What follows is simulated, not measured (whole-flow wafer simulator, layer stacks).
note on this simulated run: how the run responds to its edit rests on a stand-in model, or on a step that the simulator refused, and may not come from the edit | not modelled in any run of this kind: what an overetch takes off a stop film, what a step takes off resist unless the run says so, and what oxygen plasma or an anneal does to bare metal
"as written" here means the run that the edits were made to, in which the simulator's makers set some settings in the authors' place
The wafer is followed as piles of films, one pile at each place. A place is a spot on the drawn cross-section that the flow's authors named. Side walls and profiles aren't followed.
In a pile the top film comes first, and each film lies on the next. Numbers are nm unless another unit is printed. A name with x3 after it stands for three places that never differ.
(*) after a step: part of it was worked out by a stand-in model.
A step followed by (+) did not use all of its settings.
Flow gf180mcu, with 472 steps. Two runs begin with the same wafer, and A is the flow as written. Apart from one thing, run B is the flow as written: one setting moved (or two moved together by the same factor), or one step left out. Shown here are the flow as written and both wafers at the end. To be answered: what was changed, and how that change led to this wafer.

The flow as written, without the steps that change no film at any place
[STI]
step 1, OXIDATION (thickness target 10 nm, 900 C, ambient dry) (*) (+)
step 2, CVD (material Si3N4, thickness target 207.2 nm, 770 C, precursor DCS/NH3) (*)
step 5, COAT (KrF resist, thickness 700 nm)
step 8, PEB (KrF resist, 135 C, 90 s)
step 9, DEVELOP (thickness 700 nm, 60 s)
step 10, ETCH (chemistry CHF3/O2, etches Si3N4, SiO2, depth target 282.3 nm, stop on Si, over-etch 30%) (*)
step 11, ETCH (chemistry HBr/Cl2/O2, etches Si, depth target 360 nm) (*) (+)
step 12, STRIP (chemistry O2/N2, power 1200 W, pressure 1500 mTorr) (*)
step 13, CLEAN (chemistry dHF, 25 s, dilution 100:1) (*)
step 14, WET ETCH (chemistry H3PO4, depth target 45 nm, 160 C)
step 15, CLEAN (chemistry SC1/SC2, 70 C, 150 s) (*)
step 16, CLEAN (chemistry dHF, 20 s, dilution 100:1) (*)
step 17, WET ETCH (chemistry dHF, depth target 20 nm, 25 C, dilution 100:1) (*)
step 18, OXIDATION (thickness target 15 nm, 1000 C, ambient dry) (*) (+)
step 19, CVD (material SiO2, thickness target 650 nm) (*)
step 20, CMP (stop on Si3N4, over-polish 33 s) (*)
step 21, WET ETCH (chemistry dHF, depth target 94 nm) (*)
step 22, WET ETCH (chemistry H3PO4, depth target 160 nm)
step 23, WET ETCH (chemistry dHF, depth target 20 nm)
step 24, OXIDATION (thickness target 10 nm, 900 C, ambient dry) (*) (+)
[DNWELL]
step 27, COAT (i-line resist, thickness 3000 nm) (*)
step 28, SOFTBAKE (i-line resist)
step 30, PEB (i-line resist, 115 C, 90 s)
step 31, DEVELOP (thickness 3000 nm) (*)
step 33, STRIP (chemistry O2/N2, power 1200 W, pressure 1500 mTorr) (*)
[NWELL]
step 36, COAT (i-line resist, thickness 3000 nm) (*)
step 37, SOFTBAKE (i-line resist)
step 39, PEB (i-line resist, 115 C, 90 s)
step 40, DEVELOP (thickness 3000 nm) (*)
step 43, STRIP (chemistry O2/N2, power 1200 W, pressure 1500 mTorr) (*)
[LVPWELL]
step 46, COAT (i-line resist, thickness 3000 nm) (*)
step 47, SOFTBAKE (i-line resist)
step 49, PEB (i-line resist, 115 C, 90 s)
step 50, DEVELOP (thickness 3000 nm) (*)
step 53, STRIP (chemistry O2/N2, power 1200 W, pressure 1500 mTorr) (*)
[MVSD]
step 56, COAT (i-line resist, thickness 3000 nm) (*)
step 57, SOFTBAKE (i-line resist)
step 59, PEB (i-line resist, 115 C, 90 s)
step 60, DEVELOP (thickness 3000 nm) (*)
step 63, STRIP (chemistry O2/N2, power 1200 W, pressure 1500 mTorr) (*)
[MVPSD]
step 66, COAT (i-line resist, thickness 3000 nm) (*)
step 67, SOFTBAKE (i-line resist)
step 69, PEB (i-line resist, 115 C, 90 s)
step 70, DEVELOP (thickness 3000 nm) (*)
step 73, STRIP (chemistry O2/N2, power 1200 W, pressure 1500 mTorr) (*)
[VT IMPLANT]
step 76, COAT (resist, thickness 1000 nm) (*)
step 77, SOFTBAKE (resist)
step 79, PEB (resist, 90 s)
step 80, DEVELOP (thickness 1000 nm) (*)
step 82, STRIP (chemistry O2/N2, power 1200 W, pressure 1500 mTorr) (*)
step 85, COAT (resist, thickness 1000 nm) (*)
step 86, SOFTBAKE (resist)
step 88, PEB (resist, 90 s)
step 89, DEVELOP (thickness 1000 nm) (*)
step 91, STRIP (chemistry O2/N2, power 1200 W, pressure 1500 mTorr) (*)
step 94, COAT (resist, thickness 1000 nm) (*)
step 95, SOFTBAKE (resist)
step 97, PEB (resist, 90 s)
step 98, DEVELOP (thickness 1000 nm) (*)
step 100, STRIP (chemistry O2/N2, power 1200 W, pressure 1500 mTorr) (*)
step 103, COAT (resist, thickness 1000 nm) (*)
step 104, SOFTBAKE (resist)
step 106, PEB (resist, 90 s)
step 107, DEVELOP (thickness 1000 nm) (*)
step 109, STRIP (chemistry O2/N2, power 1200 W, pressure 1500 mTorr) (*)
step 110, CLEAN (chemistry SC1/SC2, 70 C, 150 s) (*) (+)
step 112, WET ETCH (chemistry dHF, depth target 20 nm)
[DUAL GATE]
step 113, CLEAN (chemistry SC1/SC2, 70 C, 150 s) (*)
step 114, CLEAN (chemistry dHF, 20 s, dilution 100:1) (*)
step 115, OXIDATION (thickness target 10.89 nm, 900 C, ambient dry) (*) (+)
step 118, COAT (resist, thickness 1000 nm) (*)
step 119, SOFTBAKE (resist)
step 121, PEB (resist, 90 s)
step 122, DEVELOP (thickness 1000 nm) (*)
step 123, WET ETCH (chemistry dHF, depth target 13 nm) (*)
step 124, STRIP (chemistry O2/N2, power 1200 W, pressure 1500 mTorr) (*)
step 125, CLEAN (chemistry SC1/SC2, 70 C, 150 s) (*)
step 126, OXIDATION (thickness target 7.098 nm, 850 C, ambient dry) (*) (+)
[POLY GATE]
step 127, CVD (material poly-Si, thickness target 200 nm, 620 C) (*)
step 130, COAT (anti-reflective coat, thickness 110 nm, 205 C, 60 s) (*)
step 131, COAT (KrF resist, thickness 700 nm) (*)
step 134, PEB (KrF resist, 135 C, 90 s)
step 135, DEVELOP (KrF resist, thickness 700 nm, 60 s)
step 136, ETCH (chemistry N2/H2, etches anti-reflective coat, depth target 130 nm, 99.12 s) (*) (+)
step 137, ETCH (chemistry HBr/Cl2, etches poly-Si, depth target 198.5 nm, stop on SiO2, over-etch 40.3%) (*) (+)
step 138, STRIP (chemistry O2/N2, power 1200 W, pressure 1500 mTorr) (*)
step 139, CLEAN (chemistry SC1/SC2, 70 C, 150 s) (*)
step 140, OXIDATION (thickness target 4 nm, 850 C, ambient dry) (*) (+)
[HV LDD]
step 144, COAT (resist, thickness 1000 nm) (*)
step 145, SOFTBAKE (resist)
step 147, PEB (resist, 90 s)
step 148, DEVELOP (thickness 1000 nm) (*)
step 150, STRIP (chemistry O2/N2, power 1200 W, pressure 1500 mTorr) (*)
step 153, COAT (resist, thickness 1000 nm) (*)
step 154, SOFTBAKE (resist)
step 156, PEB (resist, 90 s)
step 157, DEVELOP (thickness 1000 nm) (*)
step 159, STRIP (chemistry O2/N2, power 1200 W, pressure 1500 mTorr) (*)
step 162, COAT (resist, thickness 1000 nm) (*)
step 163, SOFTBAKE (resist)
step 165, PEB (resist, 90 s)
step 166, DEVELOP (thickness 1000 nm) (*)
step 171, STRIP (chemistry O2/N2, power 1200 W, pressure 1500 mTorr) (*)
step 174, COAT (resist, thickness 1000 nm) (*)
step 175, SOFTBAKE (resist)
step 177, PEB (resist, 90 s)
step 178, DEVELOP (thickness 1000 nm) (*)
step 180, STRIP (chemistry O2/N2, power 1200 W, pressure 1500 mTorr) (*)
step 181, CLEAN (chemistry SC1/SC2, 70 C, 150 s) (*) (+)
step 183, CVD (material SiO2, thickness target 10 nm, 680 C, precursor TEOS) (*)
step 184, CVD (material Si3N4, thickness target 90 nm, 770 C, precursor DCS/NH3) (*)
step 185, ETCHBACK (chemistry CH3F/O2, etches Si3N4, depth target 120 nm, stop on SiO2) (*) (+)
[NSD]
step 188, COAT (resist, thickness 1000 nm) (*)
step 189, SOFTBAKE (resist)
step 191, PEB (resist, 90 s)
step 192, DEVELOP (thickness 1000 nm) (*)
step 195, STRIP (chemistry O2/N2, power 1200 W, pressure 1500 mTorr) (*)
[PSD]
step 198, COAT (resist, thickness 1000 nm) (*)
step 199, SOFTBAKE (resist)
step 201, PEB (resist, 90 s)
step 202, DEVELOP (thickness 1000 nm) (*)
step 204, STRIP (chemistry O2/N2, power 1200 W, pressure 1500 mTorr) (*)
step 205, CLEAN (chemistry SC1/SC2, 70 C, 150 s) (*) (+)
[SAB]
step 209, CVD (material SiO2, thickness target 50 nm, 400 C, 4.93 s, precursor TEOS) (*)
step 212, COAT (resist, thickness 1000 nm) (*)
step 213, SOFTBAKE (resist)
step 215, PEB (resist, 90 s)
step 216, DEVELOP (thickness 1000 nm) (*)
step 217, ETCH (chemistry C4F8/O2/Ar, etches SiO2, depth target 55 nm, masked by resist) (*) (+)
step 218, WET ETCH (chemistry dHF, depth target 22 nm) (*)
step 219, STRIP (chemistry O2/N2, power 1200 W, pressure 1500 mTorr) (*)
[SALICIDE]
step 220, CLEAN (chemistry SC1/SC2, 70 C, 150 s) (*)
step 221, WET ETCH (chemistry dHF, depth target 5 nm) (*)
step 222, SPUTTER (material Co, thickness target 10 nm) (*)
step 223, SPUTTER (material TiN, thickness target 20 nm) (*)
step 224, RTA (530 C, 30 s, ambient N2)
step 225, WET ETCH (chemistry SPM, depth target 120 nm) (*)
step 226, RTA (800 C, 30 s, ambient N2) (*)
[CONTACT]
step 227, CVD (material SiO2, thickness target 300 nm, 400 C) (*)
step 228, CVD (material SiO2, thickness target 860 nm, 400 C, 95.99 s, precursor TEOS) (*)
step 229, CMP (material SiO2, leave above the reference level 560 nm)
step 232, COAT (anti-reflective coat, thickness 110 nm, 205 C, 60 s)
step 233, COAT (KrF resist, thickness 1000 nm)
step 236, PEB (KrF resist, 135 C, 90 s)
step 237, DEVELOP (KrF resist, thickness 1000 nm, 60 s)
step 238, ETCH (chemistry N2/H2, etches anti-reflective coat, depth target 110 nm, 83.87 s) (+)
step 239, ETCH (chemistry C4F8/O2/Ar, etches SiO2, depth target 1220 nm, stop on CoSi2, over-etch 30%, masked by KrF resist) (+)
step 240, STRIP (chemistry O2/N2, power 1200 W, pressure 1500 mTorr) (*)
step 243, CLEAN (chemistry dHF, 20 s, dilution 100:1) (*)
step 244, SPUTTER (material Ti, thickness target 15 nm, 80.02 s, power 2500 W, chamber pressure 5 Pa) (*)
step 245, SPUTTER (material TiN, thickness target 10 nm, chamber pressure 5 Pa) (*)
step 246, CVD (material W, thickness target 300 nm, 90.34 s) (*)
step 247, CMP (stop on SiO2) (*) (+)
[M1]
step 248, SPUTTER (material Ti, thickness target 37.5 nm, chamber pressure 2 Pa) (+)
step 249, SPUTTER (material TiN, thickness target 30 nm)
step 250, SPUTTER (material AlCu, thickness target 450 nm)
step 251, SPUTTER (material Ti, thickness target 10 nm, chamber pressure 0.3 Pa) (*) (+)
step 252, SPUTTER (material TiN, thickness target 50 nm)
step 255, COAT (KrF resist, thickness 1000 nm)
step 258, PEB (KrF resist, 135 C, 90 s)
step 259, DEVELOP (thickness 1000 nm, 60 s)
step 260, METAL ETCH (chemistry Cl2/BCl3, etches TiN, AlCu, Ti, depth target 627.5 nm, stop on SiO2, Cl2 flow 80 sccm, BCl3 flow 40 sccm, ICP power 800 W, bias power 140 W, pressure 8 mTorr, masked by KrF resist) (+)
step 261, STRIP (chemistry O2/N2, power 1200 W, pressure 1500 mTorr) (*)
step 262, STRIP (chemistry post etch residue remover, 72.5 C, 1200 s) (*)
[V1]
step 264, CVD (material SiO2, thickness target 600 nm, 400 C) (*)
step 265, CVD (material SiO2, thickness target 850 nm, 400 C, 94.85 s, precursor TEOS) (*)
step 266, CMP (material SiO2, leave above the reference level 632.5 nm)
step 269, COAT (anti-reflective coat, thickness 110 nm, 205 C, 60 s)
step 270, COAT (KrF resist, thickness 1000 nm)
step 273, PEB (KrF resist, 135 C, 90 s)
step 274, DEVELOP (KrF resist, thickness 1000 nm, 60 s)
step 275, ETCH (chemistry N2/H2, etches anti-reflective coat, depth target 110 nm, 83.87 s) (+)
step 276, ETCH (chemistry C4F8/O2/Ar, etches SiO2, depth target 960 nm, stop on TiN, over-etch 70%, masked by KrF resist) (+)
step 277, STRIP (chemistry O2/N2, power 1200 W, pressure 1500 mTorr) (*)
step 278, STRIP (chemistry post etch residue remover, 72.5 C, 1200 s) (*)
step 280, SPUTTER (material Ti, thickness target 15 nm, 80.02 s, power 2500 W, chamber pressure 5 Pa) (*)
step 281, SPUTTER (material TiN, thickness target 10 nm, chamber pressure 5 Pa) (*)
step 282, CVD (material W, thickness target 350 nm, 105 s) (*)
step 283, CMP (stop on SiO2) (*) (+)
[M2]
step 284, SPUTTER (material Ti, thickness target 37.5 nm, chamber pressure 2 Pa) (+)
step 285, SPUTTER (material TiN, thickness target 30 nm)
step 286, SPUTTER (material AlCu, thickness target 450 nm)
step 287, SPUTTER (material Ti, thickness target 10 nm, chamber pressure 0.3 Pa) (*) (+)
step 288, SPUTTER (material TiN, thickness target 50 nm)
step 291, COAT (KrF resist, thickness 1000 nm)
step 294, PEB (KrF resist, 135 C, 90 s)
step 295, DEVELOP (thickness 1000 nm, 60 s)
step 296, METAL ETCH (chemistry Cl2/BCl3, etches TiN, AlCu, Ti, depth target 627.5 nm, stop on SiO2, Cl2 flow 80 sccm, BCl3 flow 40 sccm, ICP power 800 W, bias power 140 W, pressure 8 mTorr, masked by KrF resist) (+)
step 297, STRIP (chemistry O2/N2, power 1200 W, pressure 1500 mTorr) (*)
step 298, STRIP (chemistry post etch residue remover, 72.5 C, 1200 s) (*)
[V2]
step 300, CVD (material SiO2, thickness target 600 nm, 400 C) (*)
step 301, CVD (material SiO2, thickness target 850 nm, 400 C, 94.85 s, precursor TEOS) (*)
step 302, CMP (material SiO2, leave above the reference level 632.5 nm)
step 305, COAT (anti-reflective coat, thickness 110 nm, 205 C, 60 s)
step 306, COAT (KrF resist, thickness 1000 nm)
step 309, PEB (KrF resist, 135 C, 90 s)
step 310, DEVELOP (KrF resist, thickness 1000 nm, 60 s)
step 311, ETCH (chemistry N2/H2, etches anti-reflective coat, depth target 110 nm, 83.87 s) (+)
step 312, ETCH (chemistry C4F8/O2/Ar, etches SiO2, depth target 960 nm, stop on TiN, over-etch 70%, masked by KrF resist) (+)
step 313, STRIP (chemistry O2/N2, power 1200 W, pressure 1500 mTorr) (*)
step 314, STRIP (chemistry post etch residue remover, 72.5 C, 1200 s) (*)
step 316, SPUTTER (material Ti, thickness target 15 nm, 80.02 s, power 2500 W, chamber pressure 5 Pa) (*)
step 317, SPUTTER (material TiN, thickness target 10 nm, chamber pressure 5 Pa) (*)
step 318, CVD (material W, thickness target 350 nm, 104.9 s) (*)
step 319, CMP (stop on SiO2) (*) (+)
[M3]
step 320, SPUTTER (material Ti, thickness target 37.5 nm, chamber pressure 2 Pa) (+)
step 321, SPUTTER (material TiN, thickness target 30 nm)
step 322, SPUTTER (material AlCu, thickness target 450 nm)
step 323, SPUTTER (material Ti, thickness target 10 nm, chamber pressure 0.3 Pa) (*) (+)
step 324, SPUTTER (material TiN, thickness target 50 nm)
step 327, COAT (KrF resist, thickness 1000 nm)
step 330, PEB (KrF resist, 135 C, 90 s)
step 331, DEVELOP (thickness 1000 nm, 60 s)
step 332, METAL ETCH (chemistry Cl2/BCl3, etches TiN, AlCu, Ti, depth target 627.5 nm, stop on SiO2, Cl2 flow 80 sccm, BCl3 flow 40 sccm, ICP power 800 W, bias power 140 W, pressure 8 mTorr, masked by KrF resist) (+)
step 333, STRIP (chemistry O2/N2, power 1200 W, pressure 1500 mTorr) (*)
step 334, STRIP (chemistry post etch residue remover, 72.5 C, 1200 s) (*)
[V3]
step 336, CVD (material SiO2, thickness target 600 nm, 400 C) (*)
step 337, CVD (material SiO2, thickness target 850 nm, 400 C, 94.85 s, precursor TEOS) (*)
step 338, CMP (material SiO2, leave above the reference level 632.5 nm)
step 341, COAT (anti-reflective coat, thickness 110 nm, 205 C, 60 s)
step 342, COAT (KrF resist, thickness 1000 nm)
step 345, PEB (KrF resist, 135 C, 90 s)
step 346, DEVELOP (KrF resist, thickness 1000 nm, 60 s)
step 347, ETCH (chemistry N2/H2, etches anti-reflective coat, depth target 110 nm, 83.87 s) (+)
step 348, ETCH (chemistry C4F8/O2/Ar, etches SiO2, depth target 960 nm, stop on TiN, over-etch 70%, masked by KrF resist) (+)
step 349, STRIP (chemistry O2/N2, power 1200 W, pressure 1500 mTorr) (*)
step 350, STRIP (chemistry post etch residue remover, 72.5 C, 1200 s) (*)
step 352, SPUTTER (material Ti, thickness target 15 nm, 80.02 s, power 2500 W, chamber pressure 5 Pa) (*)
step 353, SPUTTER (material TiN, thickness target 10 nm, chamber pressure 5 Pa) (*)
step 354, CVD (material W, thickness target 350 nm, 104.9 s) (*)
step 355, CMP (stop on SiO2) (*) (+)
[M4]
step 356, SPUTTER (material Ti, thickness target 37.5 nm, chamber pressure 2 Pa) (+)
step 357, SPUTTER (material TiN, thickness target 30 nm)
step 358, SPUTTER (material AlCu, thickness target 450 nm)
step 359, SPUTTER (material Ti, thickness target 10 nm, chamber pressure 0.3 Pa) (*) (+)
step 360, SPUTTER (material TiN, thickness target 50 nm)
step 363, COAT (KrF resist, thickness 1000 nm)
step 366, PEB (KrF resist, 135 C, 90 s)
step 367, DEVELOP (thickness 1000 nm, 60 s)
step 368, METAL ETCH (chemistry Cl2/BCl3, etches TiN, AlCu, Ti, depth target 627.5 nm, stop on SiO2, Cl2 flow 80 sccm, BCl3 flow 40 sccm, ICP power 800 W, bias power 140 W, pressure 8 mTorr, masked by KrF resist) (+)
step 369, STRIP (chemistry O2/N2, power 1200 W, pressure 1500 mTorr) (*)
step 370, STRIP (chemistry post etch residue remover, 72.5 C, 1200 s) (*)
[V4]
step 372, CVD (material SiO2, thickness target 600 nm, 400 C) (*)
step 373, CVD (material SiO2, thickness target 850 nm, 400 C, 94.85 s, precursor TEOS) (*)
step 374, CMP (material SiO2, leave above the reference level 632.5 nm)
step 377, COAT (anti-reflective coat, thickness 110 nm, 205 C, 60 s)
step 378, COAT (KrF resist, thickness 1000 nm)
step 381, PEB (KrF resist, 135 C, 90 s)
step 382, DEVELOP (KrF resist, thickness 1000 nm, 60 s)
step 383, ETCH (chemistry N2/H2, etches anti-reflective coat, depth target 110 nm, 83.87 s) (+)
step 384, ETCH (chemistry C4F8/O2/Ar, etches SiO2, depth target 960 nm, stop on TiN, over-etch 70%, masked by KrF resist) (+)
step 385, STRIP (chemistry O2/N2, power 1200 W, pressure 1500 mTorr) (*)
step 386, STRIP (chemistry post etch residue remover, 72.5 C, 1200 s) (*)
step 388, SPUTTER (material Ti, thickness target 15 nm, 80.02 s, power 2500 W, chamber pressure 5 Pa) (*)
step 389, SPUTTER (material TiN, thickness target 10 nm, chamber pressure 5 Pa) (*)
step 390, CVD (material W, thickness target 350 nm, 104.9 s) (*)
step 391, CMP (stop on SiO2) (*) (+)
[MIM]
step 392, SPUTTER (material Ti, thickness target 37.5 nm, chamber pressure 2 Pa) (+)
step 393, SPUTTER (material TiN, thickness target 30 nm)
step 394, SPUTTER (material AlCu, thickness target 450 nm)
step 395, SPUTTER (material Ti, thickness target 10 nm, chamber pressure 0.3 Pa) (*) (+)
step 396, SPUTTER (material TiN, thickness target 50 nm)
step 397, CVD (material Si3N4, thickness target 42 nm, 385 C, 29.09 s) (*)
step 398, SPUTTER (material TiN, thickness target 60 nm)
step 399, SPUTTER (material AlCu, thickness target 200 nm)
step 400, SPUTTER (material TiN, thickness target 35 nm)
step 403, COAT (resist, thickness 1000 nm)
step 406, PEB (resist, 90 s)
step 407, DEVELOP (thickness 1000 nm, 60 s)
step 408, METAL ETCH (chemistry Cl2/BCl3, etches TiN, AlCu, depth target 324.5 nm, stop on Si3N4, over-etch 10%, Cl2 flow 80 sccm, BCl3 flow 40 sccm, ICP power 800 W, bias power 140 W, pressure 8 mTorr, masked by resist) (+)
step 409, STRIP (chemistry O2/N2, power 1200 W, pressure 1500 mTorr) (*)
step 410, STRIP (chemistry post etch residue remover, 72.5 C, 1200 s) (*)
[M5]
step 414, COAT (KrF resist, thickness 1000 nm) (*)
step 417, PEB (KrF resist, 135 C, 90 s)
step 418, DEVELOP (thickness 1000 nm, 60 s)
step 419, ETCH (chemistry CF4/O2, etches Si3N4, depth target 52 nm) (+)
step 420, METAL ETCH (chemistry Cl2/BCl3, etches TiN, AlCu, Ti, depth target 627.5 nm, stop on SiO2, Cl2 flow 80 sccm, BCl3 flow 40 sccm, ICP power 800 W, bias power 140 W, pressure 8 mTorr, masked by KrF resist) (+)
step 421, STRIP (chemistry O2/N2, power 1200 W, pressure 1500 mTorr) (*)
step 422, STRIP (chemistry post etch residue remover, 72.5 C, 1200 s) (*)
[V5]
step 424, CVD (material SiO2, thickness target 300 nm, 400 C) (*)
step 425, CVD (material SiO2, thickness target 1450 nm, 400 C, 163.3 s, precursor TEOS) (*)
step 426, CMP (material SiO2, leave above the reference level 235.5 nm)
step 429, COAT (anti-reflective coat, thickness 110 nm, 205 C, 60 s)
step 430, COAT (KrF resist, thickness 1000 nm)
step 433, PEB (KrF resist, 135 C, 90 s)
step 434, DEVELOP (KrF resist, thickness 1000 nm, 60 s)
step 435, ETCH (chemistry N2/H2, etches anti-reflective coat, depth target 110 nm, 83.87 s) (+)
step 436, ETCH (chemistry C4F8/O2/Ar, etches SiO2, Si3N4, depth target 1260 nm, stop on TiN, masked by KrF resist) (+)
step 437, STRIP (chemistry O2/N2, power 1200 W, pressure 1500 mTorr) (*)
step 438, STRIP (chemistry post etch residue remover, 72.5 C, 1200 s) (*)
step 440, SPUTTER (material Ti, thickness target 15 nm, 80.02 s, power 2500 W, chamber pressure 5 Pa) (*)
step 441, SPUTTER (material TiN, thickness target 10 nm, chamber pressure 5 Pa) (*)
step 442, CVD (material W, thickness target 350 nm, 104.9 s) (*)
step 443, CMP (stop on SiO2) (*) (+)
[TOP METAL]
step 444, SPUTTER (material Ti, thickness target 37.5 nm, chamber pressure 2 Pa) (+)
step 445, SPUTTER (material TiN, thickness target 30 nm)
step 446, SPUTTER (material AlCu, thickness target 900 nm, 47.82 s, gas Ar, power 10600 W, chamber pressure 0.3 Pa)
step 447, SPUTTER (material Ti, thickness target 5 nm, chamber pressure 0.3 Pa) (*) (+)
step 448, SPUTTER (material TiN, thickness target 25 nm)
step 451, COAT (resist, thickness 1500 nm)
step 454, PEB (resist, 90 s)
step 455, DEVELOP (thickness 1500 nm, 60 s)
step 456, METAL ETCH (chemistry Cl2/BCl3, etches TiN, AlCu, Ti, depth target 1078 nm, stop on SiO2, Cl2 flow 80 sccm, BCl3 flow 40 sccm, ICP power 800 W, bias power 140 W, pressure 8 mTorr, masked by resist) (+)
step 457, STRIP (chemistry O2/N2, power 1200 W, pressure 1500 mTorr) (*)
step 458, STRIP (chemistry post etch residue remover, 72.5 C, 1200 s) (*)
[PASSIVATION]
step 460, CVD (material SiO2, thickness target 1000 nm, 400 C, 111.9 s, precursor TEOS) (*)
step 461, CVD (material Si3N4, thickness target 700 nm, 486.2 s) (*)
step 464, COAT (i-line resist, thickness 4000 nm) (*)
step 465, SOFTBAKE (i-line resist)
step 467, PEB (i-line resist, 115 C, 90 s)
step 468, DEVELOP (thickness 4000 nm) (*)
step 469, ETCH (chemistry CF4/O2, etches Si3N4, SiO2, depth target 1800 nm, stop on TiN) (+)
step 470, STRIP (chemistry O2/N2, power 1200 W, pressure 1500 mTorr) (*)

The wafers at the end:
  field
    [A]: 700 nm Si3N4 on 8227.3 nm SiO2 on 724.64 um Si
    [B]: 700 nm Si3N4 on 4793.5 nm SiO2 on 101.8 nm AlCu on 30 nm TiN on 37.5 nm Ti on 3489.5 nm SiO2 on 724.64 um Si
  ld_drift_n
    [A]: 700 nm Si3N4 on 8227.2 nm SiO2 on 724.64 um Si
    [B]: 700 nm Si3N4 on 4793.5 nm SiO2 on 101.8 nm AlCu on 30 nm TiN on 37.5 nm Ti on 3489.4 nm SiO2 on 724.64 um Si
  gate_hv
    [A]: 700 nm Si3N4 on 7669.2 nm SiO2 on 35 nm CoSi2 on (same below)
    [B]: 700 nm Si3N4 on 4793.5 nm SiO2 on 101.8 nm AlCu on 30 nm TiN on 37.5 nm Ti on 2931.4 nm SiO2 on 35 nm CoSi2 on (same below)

What caused this: step 322, SPUTTER: thickness target 675 nm was run, though the flow has thickness target 450 nm.

How this came from the change, step by step:
  step 322, SPUTTER (material AlCu, thickness target 450 nm)
      field, field__w1, field__w2 and 108 more: A +450 AlCu (new film) | B +675 AlCu (new film)
  step 332, METAL ETCH (chemistry Cl2/BCl3, etches TiN, AlCu, Ti, depth target 627.5 nm, stop on SiO2, Cl2 flow 80 sccm, BCl3 flow 40 sccm, ICP power 800 W, bias power 140 W, pressure 8 mTorr, masked by KrF resist) (+)
      field, field__w1, field__w2 and 103 more: A -50 TiN (all of it), -10 Ti (all of it), -450 AlCu (all of it), -30 TiN (all of it), -37.5 Ti (all of it) | B -50 TiN (all of it), -10 Ti (all of it), -567.5 AlCu
  step 334, STRIP (chemistry post etch residue remover, 72.5 C, 1200 s) (*)
      field, field__w1, field__w2 and 103 more: A nothing | B -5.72 AlCu
  step 336, CVD (material SiO2, thickness target 600 nm, 400 C) (*)
      field, field__w1, field__w2 and 103 more: A +600 SiO2 | B +600 SiO2 (new film)
  step 338, CMP (material SiO2, leave above the reference level 632.5 nm)
      field, field__w1, field__w2 and 103 more: A -300 SiO2 | B -244.3 SiO2
With metal films that touch counted as one body, field has 1 body; the flow as written gives 0 bodies.
With metal films that touch counted as one body, ld_drift_n has 1 body; the flow as written gives 0 bodies.
With metal films that touch counted as one body, gate_hv has 2 bodies (between them, from the top down: SiO2 2931.4); the flow as written gives 1 body.
